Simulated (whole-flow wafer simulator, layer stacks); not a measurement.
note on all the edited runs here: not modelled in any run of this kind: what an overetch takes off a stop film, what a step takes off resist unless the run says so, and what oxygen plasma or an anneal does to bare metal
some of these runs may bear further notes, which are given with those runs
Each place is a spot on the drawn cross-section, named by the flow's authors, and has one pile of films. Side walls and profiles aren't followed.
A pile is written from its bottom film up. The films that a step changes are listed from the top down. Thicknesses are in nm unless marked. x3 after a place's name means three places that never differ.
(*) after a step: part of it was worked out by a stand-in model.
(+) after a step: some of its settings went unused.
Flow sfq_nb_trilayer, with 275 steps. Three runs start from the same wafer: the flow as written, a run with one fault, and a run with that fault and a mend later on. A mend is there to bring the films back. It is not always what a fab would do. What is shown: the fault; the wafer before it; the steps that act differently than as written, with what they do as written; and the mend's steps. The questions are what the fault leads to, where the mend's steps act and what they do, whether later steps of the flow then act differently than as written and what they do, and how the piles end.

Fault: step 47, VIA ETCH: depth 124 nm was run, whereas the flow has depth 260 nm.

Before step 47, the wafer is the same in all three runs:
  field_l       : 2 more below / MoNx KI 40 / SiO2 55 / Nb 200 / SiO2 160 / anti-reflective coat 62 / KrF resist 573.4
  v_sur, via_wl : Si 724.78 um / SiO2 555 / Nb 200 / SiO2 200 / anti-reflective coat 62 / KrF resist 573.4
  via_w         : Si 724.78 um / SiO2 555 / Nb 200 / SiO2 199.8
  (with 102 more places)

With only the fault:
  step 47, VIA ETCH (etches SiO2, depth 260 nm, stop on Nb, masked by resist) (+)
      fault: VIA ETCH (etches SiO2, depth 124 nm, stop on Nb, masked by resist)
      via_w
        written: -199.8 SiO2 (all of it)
        fault: -124 SiO2
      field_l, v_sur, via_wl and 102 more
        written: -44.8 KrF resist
        fault: -21.4 KrF resist
  Steps later in the flow that act otherwise than as written (3 more steps, not shown, differ only slightly: by at most 2% or 0.5 nm, whichever is larger):
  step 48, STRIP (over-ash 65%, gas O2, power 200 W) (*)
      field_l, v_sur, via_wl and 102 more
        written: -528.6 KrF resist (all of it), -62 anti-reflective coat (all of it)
        fault: -552.1 KrF resist (all of it), -62 anti-reflective coat (all of it)
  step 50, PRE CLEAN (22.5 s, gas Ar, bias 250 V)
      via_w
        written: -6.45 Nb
        fault: -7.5 SiO2
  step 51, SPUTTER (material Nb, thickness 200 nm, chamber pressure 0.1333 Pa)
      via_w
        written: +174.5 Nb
        fault: +189.5 Nb (new film)
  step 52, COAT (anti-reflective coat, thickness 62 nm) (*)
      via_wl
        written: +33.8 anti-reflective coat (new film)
        fault: +38.7 anti-reflective coat (new film)
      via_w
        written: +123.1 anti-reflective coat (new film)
        fault: +106.1 anti-reflective coat (new film)
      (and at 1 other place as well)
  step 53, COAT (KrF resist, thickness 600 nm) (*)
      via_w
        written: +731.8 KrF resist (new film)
        fault: +671.2 KrF resist (new film)
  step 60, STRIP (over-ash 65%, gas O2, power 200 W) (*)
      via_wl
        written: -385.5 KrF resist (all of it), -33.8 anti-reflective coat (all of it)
        fault: -390.1 KrF resist (all of it), -38.7 anti-reflective coat (all of it)
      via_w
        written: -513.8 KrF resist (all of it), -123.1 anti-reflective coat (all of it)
        fault: -453.4 KrF resist (all of it), -106.1 anti-reflective coat (all of it)
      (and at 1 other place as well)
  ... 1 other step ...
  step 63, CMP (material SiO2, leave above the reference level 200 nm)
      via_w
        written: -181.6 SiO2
        fault: -165.4 SiO2
  The piles end different from the flow's at via_w by more than 2% or 0.5 nm, whichever is larger.
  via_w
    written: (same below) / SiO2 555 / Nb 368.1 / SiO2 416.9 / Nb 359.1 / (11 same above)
    fault: (same below) / SiO2 555 / Nb 200 / SiO2 68.3 / Nb 189.5 / SiO2 327.1 / Nb 359.1 / (11 same above)

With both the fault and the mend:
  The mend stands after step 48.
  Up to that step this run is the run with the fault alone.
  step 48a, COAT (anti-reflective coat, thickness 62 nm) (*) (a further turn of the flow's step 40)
      p4_fl x3, p4_w1 x9, p4_g1 x2 and 63 more
        +62 anti-reflective coat (new film)
      res, r_end, moat and 8 more
        +61.9 anti-reflective coat (new film)
      gap, jj_sur, ce_l, c5j, ce_r, sp_r, be_r, r_sur
        +61.8 anti-reflective coat (new film)
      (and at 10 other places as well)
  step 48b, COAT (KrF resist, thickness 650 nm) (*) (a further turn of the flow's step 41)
      p4_fl x3, p4_w1 x9, p4_g1 x2 and 63 more
        +650 KrF resist (new film)
      moat, field_r, lsp_l, ln_m5, lsp_m, ln_m6, lsp_r, l0_sur
        +649.7 KrF resist (new film)
      be_r, r_sur, res, r_end, l0v
        +649.6 KrF resist (new film)
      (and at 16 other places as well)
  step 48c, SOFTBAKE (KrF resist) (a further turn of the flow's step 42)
      leaves every film unchanged at each place that is followed
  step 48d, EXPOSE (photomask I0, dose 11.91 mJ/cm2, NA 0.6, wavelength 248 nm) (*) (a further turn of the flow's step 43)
      leaves every film unchanged at each place that is followed
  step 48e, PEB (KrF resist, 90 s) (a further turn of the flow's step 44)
      be_sur, gap, jj_sur and 94 more
        -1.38 KrF resist
      field_l, via_v, wire, be
        -1.37 KrF resist
      v_sur, via_sp
        -1.36 KrF resist
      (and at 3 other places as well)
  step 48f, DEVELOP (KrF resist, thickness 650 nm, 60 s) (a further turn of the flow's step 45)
      field_l, v_sur, via_wl and 102 more
        -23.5 KrF resist
      via_w
        -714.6 KrF resist (all of it)
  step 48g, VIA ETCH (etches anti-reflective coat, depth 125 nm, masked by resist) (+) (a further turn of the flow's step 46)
      field_l, v_sur, via_wl and 102 more
        -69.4 KrF resist
      via_w
        -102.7 anti-reflective coat (all of it), -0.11 SiO2
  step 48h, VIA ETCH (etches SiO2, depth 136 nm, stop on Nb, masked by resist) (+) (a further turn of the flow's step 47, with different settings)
      field_l, v_sur, via_wl and 102 more
        -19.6 KrF resist
      via_w
        -75.7 SiO2 (all of it)
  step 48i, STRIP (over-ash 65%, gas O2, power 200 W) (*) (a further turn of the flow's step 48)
      p4_fl x3, p4_w1 x9, p4_g1 x2 and 63 more
        -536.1 KrF resist (all of it), -62 anti-reflective coat (all of it)
      res, r_end, moat, field_r, lsp_l, l0_sur, l0v
        -535.7 KrF resist (all of it), -61.9 anti-reflective coat (all of it)
      c5j, ce_r, sp_r, be_r
        -535.6 KrF resist (all of it), -61.8 anti-reflective coat (all of it)
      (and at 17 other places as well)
  None of the later steps of the flow differs from how it acts as written, at any place that is followed, by more than 2% or 0.5 nm, whichever is larger.
  At the end the piles are close to the flow's at the places that both follow, differing by at most 2% or 0.5 nm, whichever is larger.
